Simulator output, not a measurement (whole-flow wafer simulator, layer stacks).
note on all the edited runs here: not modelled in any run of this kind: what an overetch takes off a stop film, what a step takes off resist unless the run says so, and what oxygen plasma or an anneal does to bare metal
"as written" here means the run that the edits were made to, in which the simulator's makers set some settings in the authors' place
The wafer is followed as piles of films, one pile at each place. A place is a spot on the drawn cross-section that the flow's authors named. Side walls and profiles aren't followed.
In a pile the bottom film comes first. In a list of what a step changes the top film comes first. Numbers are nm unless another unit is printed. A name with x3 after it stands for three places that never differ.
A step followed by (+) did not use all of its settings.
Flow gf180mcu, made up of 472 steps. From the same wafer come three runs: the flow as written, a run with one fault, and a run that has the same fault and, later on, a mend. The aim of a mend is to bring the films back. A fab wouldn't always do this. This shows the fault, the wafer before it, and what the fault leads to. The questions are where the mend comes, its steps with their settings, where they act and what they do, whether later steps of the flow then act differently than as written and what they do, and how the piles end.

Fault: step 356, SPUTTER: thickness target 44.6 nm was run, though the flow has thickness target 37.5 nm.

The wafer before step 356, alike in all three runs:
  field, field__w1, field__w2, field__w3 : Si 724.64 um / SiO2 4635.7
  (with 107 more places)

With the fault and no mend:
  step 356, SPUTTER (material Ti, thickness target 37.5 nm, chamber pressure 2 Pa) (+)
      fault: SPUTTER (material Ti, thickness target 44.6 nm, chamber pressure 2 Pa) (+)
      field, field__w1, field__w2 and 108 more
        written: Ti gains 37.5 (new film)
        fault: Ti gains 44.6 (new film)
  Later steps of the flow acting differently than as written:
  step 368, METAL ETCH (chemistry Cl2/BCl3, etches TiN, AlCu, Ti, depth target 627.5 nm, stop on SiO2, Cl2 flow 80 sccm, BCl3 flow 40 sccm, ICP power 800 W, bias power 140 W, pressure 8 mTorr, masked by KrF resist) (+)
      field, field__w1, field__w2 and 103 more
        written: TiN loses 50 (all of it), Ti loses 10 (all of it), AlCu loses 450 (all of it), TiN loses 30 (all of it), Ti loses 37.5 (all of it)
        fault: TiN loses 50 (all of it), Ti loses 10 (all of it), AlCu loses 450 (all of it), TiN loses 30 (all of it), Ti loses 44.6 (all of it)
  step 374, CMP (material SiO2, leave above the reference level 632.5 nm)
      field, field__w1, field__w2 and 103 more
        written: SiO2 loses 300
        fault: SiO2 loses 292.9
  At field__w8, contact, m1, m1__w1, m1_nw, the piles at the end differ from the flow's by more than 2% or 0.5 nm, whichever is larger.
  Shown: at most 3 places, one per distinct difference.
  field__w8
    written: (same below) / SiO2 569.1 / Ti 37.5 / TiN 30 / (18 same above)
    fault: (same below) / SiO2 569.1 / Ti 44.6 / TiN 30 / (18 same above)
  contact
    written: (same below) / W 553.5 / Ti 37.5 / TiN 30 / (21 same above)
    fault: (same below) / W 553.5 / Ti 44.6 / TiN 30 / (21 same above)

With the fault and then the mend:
  The mend stands after step 356.
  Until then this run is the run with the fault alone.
  step 356a, METAL ETCH (chemistry Cl2/BCl3, etches TiN, AlCu, Ti, depth target 7.1 nm, Cl2 flow 80 sccm, BCl3 flow 40 sccm, ICP power 800 W, bias power 140 W, pressure 8 mTorr) (the flow's step 260 again, with other settings)
      field, field__w1, field__w2 and 108 more
        Ti loses 7.1
  Later steps of the flow that are run all act as written at every place that is followed.
  The piles end the same as the flow's at every place that both follow.
